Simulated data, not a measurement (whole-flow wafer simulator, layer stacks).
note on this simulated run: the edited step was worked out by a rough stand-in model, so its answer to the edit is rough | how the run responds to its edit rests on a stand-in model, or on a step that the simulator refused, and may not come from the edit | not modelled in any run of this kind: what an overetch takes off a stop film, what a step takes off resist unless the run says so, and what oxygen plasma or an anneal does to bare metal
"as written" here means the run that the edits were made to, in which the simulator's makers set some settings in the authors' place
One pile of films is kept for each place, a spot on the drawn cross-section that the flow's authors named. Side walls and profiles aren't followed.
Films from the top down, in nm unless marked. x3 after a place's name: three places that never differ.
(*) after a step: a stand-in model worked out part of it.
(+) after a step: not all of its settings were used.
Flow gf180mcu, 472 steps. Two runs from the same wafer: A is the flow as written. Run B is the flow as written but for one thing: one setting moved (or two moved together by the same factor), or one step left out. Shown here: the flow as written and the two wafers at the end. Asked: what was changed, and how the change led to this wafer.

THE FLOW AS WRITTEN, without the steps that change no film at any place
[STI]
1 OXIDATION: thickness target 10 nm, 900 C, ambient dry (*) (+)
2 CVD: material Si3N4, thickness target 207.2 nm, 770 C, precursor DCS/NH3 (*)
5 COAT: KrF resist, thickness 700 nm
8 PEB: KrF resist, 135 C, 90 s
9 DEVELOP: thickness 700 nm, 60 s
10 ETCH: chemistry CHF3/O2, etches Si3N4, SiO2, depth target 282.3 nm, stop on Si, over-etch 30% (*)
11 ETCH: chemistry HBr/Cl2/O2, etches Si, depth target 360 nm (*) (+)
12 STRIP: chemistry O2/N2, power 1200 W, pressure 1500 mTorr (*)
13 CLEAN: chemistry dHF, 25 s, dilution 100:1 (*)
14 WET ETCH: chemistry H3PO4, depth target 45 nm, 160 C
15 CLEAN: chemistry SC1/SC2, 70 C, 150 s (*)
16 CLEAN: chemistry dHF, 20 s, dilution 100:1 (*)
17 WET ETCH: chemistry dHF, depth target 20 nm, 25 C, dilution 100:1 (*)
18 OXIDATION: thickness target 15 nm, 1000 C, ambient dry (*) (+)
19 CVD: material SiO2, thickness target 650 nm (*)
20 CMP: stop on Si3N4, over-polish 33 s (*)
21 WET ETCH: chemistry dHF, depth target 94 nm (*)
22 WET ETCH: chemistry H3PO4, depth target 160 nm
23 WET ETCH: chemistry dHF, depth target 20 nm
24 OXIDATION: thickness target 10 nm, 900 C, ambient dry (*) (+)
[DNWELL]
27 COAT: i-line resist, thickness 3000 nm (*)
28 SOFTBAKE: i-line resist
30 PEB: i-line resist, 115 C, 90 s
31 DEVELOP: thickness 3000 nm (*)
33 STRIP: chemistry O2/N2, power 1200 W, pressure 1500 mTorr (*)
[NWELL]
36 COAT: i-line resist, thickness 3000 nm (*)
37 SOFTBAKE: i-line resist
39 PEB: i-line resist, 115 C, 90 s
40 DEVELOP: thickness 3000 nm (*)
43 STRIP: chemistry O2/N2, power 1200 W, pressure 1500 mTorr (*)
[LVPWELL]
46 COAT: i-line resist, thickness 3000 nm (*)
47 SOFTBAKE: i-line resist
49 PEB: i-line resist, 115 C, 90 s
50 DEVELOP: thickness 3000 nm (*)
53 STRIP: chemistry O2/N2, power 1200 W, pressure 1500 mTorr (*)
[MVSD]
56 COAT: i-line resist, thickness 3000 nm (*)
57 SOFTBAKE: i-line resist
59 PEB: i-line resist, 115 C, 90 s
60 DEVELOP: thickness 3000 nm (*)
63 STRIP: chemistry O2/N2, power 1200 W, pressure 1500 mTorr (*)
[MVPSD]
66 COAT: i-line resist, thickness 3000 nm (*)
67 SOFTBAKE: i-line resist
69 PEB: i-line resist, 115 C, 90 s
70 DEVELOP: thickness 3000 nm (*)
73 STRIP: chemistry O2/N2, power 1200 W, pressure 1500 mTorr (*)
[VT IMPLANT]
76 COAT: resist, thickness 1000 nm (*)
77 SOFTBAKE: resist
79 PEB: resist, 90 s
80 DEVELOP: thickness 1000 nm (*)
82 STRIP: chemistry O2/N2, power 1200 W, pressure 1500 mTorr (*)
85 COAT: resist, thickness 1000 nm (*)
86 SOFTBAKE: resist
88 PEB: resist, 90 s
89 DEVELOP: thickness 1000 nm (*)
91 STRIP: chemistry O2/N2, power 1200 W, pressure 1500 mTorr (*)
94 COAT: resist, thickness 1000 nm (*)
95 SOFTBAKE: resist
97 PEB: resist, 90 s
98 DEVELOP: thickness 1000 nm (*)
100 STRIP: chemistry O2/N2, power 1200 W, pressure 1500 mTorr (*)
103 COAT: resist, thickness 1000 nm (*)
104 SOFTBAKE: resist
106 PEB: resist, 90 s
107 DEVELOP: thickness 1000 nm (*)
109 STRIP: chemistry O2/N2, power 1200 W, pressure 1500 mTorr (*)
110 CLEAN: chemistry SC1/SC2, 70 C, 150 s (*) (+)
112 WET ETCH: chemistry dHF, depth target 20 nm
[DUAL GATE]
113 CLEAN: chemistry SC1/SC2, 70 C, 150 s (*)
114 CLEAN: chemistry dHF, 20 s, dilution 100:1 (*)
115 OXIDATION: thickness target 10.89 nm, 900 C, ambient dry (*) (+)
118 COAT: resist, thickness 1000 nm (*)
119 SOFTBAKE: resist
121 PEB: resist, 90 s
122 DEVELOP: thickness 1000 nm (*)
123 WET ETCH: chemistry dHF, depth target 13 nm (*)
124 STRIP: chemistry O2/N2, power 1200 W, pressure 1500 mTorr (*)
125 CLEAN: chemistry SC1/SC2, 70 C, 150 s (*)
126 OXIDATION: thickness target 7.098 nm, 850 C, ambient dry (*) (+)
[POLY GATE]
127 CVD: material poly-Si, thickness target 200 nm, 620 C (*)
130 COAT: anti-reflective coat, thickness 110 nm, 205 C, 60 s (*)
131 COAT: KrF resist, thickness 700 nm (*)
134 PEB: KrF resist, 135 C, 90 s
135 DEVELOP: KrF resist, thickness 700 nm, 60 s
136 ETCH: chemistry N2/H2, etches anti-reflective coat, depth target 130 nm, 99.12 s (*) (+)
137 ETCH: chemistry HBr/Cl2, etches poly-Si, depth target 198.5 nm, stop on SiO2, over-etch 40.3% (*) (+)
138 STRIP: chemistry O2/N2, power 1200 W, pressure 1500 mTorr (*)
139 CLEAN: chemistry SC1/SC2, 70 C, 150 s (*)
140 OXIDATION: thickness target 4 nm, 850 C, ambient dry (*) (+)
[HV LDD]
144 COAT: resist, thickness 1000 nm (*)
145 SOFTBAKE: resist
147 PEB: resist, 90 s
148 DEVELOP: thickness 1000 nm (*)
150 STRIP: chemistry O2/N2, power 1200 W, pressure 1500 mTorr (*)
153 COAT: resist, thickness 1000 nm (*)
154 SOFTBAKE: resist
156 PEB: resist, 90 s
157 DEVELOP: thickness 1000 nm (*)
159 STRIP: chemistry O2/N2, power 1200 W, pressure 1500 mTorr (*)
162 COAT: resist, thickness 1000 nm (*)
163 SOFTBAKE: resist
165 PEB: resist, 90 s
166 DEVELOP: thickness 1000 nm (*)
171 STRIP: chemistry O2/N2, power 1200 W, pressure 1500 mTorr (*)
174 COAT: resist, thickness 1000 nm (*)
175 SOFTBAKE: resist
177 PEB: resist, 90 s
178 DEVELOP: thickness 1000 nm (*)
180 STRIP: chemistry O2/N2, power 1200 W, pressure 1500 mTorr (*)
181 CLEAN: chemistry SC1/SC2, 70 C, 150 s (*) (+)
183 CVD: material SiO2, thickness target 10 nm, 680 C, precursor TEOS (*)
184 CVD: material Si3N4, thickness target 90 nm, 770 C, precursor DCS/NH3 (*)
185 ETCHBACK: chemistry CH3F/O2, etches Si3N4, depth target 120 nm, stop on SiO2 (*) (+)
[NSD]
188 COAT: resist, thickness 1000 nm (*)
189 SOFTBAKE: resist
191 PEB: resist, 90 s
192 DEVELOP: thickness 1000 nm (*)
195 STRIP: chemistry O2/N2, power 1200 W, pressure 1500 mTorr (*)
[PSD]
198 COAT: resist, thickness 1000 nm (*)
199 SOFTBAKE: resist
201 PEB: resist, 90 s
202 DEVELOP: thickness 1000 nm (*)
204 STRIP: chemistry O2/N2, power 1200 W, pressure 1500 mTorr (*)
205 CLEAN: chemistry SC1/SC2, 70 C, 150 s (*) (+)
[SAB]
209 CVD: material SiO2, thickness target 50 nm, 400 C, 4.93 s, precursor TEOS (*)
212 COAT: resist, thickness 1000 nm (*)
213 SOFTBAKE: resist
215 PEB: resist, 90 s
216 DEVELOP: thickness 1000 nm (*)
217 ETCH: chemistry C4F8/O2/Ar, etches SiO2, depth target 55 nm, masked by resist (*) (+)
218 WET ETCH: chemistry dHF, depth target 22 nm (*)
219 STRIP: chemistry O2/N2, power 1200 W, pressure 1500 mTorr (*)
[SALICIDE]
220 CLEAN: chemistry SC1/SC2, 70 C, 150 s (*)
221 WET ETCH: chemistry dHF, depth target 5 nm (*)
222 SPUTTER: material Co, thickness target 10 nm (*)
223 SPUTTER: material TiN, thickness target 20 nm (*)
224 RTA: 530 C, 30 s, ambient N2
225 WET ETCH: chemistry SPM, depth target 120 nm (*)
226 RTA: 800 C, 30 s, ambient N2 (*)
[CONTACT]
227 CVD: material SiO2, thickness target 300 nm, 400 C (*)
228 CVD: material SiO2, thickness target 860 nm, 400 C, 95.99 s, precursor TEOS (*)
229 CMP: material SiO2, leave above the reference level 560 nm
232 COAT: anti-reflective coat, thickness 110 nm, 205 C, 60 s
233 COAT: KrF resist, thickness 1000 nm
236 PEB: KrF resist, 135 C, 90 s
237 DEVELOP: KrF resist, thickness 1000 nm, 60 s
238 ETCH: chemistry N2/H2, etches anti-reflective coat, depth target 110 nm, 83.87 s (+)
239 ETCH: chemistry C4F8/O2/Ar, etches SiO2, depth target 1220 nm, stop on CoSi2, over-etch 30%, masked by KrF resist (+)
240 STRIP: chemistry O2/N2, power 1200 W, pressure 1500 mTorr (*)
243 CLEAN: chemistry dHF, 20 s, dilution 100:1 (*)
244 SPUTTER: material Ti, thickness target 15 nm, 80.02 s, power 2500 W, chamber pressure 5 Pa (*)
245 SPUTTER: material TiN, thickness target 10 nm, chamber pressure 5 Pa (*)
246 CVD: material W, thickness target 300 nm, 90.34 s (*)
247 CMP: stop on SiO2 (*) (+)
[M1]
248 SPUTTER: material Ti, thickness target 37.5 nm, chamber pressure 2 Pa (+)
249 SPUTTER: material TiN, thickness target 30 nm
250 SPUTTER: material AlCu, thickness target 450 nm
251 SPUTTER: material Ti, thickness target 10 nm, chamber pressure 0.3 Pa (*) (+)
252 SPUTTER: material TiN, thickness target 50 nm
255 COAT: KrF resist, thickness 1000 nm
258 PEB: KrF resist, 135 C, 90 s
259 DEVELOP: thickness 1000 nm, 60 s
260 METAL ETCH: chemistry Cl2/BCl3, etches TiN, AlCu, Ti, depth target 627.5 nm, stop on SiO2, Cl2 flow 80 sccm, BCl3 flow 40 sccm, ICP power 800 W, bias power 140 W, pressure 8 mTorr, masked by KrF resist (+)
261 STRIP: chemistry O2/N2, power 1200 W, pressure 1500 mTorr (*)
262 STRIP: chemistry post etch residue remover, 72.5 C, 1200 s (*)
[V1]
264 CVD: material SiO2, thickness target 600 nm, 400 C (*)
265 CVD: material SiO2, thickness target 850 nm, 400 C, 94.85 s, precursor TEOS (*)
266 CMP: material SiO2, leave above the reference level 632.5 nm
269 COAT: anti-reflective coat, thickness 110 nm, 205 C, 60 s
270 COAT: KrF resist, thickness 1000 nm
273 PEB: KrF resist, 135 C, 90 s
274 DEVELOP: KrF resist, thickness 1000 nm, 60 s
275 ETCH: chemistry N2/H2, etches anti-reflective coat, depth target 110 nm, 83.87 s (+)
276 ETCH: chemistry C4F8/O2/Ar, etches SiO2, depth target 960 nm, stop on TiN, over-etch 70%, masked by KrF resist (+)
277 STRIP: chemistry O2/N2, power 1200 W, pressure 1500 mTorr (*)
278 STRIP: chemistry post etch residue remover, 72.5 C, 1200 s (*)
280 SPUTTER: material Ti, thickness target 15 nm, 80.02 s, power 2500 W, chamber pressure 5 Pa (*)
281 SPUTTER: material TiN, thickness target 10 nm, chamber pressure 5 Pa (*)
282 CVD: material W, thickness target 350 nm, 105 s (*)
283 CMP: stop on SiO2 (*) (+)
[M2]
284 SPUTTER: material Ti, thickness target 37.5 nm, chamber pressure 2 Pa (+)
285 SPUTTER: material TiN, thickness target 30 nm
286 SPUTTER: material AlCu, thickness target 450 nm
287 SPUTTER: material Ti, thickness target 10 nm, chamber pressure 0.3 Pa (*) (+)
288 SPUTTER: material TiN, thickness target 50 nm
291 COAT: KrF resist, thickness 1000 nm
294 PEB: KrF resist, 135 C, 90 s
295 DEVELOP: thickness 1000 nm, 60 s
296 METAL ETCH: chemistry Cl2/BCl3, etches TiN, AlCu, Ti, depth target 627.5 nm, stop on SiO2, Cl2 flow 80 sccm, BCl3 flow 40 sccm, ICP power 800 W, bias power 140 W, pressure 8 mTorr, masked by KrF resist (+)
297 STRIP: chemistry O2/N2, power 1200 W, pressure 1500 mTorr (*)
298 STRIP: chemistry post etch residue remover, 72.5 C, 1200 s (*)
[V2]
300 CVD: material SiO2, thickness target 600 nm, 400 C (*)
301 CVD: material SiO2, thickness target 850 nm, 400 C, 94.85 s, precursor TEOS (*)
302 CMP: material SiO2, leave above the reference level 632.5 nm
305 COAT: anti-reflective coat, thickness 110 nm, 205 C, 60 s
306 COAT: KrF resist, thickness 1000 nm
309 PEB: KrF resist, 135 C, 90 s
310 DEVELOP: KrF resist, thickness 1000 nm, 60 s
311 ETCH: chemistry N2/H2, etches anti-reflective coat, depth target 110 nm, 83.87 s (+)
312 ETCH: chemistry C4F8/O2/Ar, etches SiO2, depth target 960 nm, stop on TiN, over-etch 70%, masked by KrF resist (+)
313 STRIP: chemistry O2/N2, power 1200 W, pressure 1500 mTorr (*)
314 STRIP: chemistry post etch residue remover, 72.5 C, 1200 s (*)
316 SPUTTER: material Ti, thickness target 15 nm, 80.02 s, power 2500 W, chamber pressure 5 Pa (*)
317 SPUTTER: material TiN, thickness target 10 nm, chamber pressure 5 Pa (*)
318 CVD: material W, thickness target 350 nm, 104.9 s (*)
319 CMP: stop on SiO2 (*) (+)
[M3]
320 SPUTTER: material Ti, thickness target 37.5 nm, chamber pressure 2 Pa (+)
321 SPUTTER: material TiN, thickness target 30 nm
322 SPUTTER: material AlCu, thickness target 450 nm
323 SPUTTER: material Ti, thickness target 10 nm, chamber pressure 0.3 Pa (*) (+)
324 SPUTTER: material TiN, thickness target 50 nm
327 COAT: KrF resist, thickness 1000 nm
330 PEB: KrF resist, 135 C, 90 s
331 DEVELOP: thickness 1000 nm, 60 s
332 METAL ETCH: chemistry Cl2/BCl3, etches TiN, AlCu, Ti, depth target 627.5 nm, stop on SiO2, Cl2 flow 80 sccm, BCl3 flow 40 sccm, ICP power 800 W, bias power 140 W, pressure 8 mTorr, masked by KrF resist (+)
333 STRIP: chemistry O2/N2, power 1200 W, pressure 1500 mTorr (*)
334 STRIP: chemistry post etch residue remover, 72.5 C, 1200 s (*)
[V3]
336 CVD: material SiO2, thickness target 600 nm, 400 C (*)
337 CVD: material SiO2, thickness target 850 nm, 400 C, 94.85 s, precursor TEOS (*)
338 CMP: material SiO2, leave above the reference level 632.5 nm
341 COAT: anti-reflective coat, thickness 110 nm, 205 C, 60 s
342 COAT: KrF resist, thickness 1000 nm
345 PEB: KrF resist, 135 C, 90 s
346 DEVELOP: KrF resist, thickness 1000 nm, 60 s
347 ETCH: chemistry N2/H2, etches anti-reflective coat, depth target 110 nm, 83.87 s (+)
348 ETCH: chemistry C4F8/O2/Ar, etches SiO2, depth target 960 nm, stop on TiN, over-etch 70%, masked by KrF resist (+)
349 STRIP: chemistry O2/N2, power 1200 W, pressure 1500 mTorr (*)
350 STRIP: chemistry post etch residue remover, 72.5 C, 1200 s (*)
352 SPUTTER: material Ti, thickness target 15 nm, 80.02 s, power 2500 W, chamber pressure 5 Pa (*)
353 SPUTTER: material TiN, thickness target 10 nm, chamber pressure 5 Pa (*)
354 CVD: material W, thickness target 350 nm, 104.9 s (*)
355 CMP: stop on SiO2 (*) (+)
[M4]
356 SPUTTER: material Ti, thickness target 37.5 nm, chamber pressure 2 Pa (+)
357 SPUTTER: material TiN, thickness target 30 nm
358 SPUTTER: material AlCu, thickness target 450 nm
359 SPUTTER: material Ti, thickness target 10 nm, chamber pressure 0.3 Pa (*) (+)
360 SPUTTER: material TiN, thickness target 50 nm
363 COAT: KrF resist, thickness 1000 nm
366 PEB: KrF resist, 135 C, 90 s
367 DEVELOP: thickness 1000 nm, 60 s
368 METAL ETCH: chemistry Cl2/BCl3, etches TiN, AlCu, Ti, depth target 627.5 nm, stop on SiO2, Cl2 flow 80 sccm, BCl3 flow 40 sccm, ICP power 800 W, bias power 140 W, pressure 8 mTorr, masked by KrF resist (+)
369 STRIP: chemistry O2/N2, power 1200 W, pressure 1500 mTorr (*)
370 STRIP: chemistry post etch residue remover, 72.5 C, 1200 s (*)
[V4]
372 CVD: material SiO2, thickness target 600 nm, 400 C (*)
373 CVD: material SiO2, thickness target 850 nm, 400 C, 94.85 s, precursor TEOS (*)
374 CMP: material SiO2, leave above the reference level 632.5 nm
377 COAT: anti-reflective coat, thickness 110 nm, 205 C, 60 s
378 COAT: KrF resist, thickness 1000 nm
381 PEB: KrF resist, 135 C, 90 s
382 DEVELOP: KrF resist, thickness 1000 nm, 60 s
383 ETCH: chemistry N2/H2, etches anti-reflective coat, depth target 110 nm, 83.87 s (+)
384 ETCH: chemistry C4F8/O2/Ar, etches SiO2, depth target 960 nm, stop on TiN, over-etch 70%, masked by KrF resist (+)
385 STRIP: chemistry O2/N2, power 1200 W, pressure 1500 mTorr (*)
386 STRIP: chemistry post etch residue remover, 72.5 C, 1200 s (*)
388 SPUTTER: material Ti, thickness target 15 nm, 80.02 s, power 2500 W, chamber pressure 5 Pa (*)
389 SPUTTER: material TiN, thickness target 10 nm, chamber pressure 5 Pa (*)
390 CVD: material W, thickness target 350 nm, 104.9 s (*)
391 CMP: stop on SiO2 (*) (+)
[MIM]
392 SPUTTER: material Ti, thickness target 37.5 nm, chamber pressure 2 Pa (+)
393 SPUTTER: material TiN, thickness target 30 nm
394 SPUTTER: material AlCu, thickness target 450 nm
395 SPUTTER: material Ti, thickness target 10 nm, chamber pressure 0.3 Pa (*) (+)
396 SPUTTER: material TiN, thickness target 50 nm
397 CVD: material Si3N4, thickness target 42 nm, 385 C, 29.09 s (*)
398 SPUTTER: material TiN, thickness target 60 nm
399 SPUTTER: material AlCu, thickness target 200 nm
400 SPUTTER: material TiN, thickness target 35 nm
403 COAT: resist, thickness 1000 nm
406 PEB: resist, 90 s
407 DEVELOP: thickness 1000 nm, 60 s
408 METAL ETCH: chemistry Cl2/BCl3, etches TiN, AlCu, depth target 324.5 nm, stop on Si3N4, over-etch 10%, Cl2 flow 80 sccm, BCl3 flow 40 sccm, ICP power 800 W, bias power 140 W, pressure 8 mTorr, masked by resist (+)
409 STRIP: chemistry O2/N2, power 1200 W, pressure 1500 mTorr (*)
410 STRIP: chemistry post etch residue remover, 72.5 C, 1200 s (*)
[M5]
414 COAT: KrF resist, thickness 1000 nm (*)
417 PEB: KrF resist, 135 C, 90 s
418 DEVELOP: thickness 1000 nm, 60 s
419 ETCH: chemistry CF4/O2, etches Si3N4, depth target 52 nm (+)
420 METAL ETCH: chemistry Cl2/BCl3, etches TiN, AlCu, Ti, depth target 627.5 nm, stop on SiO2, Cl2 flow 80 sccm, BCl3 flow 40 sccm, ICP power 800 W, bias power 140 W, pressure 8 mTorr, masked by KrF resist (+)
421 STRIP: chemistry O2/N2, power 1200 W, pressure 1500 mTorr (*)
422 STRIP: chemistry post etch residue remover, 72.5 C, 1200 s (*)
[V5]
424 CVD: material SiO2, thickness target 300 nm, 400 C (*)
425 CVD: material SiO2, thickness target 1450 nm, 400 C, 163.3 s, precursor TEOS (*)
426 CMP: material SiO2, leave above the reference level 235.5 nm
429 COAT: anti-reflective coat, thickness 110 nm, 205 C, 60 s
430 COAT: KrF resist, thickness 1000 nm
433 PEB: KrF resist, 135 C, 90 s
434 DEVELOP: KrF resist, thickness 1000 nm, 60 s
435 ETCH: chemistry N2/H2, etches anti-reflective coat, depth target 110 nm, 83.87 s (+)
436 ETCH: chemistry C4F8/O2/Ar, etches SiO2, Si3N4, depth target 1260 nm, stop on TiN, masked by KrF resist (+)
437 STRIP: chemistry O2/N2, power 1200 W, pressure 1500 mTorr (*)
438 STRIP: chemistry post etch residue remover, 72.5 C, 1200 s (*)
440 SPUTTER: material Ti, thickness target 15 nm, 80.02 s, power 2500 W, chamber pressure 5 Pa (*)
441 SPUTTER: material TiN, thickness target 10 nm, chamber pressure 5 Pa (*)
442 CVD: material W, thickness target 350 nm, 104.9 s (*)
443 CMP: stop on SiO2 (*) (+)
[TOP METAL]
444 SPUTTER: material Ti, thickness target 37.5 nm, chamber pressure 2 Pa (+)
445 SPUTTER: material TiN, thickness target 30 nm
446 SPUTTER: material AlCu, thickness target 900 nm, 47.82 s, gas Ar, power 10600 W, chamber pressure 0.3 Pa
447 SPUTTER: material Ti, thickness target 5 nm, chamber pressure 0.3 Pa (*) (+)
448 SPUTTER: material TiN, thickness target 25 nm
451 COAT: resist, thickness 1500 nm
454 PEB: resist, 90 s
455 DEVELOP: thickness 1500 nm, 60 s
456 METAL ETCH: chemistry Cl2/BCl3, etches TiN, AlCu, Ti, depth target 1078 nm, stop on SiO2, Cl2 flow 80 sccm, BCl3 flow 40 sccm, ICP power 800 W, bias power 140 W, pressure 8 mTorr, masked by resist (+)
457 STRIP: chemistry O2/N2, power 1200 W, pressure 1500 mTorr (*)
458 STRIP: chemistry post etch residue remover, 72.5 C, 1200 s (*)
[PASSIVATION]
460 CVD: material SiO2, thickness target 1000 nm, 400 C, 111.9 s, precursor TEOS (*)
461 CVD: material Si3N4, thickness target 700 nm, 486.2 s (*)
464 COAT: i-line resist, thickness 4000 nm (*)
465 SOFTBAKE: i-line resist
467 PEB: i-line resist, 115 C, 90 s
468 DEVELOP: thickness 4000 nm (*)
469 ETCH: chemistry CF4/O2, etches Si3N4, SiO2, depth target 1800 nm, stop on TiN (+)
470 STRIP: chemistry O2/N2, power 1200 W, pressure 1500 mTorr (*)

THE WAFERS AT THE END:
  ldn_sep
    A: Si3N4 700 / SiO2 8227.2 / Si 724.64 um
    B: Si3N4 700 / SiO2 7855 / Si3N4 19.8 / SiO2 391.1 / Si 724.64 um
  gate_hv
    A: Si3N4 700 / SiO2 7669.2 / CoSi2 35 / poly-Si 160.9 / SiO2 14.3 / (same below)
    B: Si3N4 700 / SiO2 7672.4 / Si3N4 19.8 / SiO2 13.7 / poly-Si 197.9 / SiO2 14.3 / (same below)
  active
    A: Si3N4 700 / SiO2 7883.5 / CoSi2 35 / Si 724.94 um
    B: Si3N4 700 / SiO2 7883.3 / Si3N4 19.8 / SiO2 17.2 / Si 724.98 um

The cause: step 184, CVD: thickness target 144 nm was run, where the flow has thickness target 90 nm.

How the change led to this, step by step:
  184 CVD: material Si3N4, thickness target 90 nm, 770 C, precursor DCS/NH3 (*)
      field, field__w1, field__w2 and 101 more: A Si3N4 +90 (new film) | B Si3N4 +144 (new film)
  185 ETCHBACK: chemistry CH3F/O2, etches Si3N4, depth target 120 nm, stop on SiO2 (*) (+)
      field, field__w1, field__w2 and 100 more: A Si3N4 -90 (all of it), SiO2 -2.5 | B Si3N4 -120
  188 COAT: resist, thickness 1000 nm (*)
      field__w9: A resist +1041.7 (new film) | B resist +1064 (new film)
      spacer: A resist +920.3 (new film) | B resist +893.3 (new film)
  189 SOFTBAKE: resist
      field__w9: A resist +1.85 | B resist -1.03
      field_sub__w2: A resist +0.84 | B resist +2.76
      (and at 1 more place)
  191 PEB: resist, 90 s
      field__w9: A resist -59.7 | B resist -61
      spacer: A resist -52.3 | B resist -50.7
  192 DEVELOP: thickness 1000 nm (*)
      spacer: A resist -868 (all of it) | B resist -842.6 (all of it)
  198 COAT: resist, thickness 1000 nm (*)
      field__w9: A resist +1041.7 (new film) | B resist +1064 (new film)
      spacer: A resist +920.3 (new film) | B resist +893.3 (new film)
  199 SOFTBAKE: resist
      field__w9: A resist +1.85 | B resist -1.03
      field_sub__w2: A resist +0.84 | B resist +2.76
      (and at 1 more place)
  201 PEB: resist, 90 s
      field__w9: A resist -59.7 | B resist -61
      spacer: A resist -52.3 | B resist -50.7
  204 STRIP: chemistry O2/N2, power 1200 W, pressure 1500 mTorr (*)
      spacer: A resist -868 (all of it) | B resist -842.6 (all of it)
  205 CLEAN: chemistry SC1/SC2, 70 C, 150 s (*) (+)
      field, field__w1, field__w2 and 105 more: A SiO2 -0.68 | B Si3N4 -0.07
  209 CVD: material SiO2, thickness target 50 nm, 400 C, 4.93 s, precursor TEOS (*)
      field, field__w7, field__w8 and 73 more: A SiO2 +50 | B SiO2 +50 (new film)
      field__w1, m1, nw_enc_fld_lv__w3: A SiO2 +49.2 | B SiO2 +49.2 (new film)
      (and at 29 more places)
  212 COAT: resist, thickness 1000 nm (*)
      spacer: A resist +919.2 (new film) | B resist +892.4 (new film)
  213 SOFTBAKE: resist
      field_sub__w2: A resist +0.91 | B resist +2.76
  215 PEB: resist, 90 s
      spacer: A resist -52.3 | B resist -50.7
  216 DEVELOP: thickness 1000 nm (*)
      spacer: A resist -866.9 (all of it) | B resist -841.7 (all of it)
  ... 16 more steps ...
  471 ANNEAL: 400 C, 1800 s, ambient N2/H2
      polyc_n, polyc_p: A nothing | B under 9 films: void +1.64 (new film), Ti -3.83, TiSi first +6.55 (new film), poly-Si -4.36
      contact: A nothing | B under 49 films: void +1.62 (new film), Ti -3.83, TiSi first +6.55 (new film), Si -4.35
Counting metal films that touch as one body, gate_hv has 0 bodies; the flow as written gives 1 body.
Counting metal films that touch as one body, active has 0 bodies; the flow as written gives 1 body.
